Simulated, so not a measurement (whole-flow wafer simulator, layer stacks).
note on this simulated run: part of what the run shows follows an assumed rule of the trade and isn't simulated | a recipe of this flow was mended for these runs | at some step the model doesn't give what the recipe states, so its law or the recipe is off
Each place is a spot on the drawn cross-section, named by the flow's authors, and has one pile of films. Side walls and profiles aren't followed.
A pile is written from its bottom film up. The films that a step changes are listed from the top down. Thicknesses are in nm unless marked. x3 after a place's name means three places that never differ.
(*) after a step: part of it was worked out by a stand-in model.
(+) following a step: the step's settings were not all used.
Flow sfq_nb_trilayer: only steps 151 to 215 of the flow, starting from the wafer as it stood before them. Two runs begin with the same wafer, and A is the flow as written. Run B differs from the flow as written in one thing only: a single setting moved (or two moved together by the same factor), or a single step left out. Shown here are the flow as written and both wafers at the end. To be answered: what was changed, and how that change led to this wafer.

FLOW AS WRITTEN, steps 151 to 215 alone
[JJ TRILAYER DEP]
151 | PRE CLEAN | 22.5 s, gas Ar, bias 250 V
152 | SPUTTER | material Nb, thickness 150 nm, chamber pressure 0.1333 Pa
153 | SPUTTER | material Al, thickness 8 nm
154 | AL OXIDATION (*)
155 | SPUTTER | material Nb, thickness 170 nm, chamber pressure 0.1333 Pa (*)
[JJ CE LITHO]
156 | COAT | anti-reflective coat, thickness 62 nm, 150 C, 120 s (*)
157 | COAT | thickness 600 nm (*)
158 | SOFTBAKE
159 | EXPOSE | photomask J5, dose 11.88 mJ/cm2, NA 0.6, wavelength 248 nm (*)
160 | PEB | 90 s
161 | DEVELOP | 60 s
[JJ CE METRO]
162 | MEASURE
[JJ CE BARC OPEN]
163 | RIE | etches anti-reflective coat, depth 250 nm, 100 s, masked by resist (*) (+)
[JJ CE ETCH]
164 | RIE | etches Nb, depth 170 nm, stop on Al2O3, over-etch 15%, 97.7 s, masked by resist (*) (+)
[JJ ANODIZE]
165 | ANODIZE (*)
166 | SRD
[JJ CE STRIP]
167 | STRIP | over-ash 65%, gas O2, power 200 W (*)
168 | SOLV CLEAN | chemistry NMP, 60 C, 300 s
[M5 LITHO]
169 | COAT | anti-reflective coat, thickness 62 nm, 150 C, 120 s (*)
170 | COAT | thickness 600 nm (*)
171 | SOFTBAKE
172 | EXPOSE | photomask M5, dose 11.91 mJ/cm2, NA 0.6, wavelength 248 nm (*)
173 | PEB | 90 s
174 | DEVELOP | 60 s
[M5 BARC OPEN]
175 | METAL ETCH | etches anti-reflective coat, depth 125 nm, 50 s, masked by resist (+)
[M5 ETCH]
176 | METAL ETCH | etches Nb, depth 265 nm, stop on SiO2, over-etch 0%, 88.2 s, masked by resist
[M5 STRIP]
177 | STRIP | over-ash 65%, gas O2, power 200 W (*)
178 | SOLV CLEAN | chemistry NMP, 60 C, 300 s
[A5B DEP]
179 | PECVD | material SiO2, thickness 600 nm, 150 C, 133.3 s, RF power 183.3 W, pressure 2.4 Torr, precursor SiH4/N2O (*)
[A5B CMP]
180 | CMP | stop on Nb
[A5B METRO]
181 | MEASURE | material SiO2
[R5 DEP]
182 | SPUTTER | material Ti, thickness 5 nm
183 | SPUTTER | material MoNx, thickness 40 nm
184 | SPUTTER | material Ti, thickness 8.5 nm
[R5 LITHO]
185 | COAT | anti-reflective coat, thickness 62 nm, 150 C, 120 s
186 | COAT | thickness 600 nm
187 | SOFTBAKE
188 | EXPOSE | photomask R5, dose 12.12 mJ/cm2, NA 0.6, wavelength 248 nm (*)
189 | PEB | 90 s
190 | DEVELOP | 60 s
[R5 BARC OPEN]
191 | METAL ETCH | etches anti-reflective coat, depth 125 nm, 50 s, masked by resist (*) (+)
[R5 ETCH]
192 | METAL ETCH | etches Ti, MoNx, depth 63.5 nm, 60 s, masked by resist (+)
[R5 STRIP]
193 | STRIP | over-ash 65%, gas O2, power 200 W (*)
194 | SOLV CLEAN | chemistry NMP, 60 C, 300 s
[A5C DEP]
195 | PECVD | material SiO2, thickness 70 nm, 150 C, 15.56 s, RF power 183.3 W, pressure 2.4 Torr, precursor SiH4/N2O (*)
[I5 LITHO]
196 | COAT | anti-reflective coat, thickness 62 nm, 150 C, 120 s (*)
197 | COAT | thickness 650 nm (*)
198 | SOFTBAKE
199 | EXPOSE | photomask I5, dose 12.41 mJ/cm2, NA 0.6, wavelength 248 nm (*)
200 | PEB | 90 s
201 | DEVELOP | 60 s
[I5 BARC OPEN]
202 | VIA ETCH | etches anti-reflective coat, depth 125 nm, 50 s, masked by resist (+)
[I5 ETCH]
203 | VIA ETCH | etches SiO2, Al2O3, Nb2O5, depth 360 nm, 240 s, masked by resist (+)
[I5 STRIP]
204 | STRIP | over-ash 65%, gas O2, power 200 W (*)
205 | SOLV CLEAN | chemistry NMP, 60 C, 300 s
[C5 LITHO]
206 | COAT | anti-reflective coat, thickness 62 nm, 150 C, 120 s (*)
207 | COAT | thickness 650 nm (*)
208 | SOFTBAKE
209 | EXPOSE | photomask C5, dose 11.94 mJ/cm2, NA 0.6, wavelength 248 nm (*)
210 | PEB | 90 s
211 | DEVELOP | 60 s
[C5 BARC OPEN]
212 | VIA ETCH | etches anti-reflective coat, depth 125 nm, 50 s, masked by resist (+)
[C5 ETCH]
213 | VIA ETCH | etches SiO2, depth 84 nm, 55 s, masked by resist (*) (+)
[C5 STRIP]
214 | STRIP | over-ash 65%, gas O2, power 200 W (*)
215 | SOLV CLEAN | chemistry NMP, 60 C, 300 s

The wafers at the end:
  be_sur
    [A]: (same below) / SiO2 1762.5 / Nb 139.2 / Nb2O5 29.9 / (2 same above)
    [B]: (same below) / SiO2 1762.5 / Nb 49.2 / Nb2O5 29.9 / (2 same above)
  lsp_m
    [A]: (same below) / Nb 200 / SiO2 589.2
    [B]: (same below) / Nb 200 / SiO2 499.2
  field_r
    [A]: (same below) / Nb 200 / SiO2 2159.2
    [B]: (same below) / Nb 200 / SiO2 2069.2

The reason: step 152, SPUTTER: thickness 60 nm was run, though the flow has thickness 150 nm.

The path from the change to this, step by step:
  152 | SPUTTER | material Nb, thickness 150 nm, chamber pressure 0.1333 Pa
      field_l, v_sur, via_sp and 100 more: A Nb gains 150 (new film) | B Nb gains 60 (new film)
      via_wl, via_wr: A Nb gains 129.8 | B Nb gains 42.5
      (also at 1 further place)
  153 | SPUTTER | material Al, thickness 8 nm
      via_wl, via_wr: A Al gains 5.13 (new film) | B Al gains 5.7 (new film)
  155 | SPUTTER | material Nb, thickness 170 nm, chamber pressure 0.1333 Pa (*)
      via_wl, via_wr: A Nb gains 139.9 (new film) | B Nb gains 142.9 (new film)
      via_w: A Nb gains 140.2 (new film) | B Nb gains 145.1 (new film)
  156 | COAT | anti-reflective coat, thickness 62 nm, 150 C, 120 s (*)
      via_wl: A anti-reflective coat gains 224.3 (new film) | B anti-reflective coat gains 237.1 (new film)
      via_w: A anti-reflective coat gains 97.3 (new film) | B anti-reflective coat gains 103.5 (new film)
      (also at 1 further place)
  157 | COAT | thickness 600 nm (*)
      via_wl: A KrF-resist-other-grade gains 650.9 (new film) | B KrF-resist-other-grade gains 637 (new film)
      via_w: A KrF-resist-other-grade gains 766.6 (new film) | B KrF-resist-other-grade gains 745.5 (new film)
      (also at 1 further place)
  161 | DEVELOP | 60 s
      via_wl: A KrF-resist-other-grade loses 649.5 (all of it) | B KrF-resist-other-grade loses 635.6 (all of it)
      via_w: A KrF-resist-other-grade loses 764.9 (all of it) | B KrF-resist-other-grade loses 743.8 (all of it)
      (also at 1 further place)
  163 | RIE | etches anti-reflective coat, depth 250 nm, 100 s, masked by resist (*) (+)
      via_wl: A anti-reflective coat loses 224.3 (all of it) | B anti-reflective coat loses 237.1 (all of it)
      via_w: A anti-reflective coat loses 97.3 (all of it) | B anti-reflective coat loses 103.5 (all of it)
      (also at 1 further place)
  164 | RIE | etches Nb, depth 170 nm, stop on Al2O3, over-etch 15%, 97.7 s, masked by resist (*) (+)
      via_wl, via_wr: A Nb loses 139.9 (all of it), Al2O3 loses 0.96 (all of it) | B Nb loses 142.9 (all of it), Al2O3 loses 0.96 (all of it)
      via_w: A Nb loses 140.2 (all of it), Al2O3 loses 0.96 (all of it) | B Nb loses 145.1 (all of it), Al2O3 loses 0.96 (all of it)
  165 | ANODIZE (*)
      via_wl, via_wr: A Al2O3 gains 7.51 (new film), Nb2O5 gains 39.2 (new film), Al loses 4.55 (all of it), Nb loses 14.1 | B Al2O3 gains 8.45 (new film), Nb2O5 gains 37.5 (new film), Al loses 5.12 (all of it), Nb loses 13.5
      via_w: A Al2O3 gains 10.7 (new film), Nb2O5 gains 33.4 (new film), Al loses 6.51 (all of it), Nb loses 12 | B Al2O3 gains 11.2 (new film), Nb2O5 gains 32.6 (new film), Al loses 6.79 (all of it), Nb loses 11.7
  169 | COAT | anti-reflective coat, thickness 62 nm, 150 C, 120 s (*)
      via_w: A anti-reflective coat gains 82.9 (new film) | B anti-reflective coat gains 77.7 (new film)
  176 | METAL ETCH | etches Nb, depth 265 nm, stop on SiO2, over-etch 0%, 88.2 s, masked by resist
      field_l, res, r_end and 47 more: A Al2O3 loses 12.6 (all of it), Nb2O5 loses 29.9 (all of it), Nb loses 139.2 (all of it), SiO2 loses 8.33 | B Al2O3 loses 12.6 (all of it), Nb2O5 loses 29.9 (all of it), Nb loses 49.2 (all of it), SiO2 loses 17.3
      r_sur, wl_a_sl, wl_a_m6: A Al2O3 loses 12.5 (all of it), Nb2O5 loses 29.9 (all of it), Nb loses 139.2 (all of it), SiO2 loses 8.33 | B Al2O3 loses 12.5 (all of it), Nb2O5 loses 29.9 (all of it), Nb loses 49.2 (all of it), SiO2 loses 17.3
  177 | STRIP | over-ash 65%, gas O2, power 200 W (*)
      via_w: A KrF-resist-other-grade loses 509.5 (all of it), anti-reflective coat loses 82.9 (all of it) | B KrF-resist-other-grade loses 500.9 (all of it), anti-reflective coat loses 77.7 (all of it)
  180 | CMP | stop on Nb
      field_l, lsp_m, ln_m6 and 44 more: A SiO2 loses 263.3 | B SiO2 loses 344.3
      r_sur, res, r_end, moat, field_r, lsp_l: A SiO2 loses 256.4 | B SiO2 loses 344.3
      (also at 3 further places)
